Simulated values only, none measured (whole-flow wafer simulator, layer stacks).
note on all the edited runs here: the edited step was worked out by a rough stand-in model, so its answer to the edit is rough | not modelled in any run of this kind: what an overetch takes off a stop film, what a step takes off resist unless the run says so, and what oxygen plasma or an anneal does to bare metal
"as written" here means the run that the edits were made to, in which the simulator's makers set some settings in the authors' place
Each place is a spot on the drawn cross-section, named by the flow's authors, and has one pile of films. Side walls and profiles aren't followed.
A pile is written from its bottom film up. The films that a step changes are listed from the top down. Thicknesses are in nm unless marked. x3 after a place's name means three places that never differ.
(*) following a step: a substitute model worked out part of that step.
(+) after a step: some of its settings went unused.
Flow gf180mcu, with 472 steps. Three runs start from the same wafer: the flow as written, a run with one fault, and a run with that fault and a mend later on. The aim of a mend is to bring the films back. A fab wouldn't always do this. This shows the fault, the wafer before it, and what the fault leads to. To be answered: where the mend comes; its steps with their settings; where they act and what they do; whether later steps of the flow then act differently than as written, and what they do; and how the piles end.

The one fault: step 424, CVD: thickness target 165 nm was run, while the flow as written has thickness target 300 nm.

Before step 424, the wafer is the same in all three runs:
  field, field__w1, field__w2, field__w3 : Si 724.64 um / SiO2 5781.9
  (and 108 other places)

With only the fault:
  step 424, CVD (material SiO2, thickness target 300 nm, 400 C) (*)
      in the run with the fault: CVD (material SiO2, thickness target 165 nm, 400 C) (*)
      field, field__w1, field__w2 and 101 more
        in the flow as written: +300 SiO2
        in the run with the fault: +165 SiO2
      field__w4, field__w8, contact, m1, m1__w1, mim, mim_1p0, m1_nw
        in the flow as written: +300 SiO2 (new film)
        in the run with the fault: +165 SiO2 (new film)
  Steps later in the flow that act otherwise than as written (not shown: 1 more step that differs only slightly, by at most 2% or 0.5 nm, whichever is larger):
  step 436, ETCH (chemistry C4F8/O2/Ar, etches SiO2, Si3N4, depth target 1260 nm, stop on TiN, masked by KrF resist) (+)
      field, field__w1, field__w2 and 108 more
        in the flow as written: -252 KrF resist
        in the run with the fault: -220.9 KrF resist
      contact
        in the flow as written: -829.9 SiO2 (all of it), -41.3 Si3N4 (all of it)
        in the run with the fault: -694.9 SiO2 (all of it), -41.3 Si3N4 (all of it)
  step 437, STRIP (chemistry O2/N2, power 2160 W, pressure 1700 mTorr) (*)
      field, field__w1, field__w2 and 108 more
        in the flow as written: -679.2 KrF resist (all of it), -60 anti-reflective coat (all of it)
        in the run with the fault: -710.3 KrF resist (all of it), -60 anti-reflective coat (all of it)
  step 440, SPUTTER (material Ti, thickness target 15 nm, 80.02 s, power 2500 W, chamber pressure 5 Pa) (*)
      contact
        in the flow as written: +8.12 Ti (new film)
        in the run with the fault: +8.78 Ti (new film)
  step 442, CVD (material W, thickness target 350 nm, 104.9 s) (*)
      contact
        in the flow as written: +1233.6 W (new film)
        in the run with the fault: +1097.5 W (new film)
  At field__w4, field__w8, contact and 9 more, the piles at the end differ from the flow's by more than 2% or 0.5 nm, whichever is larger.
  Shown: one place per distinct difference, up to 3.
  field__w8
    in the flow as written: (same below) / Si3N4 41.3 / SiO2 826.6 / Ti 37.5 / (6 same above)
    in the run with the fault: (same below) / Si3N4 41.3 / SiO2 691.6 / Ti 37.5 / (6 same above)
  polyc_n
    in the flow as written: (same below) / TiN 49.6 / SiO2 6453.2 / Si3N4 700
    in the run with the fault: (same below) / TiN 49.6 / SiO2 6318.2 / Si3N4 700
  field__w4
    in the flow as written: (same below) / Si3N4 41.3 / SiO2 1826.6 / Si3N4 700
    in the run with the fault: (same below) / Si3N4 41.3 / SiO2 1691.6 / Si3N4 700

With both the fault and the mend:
  After step 424 comes the mend.
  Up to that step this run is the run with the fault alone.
  step 424a, CVD (material SiO2, thickness target 135 nm, 400 C) (*) (a further turn of the flow's step 424, with different settings)
      field, field__w1, field__w2 and 109 more
        +135 SiO2
  Every later step of the flow that is run acts as written at every place that is followed.
  At every place that both follow, the piles at the end match the flow's.
